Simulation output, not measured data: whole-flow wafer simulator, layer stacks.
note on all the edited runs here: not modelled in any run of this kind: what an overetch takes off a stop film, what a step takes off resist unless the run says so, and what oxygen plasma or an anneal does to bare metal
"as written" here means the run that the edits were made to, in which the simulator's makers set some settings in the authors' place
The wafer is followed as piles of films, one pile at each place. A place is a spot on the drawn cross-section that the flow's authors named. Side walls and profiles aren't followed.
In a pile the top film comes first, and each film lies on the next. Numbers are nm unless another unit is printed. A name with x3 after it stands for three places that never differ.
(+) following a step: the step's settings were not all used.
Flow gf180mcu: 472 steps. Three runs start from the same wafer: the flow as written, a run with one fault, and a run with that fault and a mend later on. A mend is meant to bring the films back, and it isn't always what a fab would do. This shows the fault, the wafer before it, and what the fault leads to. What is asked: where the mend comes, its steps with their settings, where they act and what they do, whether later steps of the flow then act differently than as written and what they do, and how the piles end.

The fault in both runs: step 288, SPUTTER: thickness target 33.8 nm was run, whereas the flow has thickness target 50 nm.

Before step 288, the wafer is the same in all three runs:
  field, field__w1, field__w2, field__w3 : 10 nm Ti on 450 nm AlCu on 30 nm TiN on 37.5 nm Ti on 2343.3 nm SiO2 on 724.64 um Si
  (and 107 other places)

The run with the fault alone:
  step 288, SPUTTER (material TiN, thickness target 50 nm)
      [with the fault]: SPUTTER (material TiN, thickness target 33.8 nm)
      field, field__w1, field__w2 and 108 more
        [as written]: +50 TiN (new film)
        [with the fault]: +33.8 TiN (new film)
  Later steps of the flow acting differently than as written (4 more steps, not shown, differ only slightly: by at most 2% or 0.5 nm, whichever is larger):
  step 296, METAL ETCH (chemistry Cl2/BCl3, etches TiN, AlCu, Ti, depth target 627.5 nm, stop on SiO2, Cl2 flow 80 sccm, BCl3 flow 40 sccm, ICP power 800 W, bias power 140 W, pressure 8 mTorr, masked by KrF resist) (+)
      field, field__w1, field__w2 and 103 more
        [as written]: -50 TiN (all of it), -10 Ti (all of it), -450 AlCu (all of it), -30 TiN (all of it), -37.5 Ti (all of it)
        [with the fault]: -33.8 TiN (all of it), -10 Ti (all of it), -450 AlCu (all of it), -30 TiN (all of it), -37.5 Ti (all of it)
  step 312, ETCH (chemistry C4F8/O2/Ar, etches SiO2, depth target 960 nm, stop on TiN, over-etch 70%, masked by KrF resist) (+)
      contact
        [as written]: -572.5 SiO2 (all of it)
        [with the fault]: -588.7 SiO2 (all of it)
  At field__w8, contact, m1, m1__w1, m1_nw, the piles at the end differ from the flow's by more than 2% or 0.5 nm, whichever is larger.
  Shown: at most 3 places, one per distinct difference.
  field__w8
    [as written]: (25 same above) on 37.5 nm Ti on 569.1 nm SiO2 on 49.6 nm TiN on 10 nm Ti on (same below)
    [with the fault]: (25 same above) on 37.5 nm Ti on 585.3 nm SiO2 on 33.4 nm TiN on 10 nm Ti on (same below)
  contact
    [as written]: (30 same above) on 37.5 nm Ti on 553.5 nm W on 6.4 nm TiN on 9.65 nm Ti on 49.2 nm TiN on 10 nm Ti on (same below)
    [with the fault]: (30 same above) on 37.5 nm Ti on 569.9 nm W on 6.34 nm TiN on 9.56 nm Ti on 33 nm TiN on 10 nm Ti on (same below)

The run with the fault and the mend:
  The mend stands after step 288.
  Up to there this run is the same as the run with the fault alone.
  step 288a, SPUTTER (material TiN, thickness target 16.2 nm) (the flow's step 288, run once more with other settings)
      field, field__w1, field__w2 and 108 more
        +16.2 TiN
  Every later step of the flow that is run acts as written at every place that is followed.
  At every place that both follow, the piles at the end match the flow's.
